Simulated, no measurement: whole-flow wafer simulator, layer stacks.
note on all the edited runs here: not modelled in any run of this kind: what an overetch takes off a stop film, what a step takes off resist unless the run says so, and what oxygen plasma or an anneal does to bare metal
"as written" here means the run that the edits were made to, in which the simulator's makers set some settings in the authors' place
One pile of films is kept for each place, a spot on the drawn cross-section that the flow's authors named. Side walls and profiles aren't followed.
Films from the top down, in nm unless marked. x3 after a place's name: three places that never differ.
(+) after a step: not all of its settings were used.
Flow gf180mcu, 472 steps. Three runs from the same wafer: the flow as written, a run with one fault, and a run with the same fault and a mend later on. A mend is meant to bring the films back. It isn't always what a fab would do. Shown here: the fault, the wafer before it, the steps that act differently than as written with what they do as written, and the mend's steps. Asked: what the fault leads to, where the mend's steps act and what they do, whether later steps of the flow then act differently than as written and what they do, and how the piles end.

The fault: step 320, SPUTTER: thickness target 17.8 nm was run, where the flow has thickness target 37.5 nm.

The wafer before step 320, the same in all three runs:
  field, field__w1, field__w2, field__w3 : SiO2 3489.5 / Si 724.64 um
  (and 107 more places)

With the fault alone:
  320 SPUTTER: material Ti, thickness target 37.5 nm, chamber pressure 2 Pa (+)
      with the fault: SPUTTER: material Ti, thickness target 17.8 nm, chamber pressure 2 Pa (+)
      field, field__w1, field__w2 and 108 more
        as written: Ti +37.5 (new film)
        with the fault: Ti +17.8 (new film)
  Later steps of the flow that act differently than as written:
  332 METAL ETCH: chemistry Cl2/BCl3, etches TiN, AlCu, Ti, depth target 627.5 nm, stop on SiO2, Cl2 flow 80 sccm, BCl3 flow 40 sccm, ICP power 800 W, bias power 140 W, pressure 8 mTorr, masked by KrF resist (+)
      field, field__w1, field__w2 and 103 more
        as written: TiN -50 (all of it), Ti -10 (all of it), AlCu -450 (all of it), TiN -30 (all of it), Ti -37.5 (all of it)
        with the fault: TiN -50 (all of it), Ti -10 (all of it), AlCu -450 (all of it), TiN -30 (all of it), Ti -17.8 (all of it)
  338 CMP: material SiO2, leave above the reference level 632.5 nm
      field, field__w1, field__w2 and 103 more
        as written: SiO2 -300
        with the fault: SiO2 -319.7
  At the end the piles differ from the flow's by more than 2% or 0.5 nm, whichever is larger, at field__w8, contact, m1, m1__w1, m1_nw.
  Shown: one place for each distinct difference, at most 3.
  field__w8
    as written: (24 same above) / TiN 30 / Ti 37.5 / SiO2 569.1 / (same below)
    with the fault: (24 same above) / TiN 30 / Ti 17.8 / SiO2 569.1 / (same below)
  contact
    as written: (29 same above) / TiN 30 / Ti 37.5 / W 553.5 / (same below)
    with the fault: (29 same above) / TiN 30 / Ti 17.8 / W 553.5 / (same below)

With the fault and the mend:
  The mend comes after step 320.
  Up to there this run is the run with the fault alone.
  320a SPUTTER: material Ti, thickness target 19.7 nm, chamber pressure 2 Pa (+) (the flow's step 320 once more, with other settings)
      field, field__w1, field__w2 and 108 more
        Ti +19.7
  No later step of the flow acts differently than as written at any place that is followed.
  At the end the piles are the same as the flow's at every place that both follow.
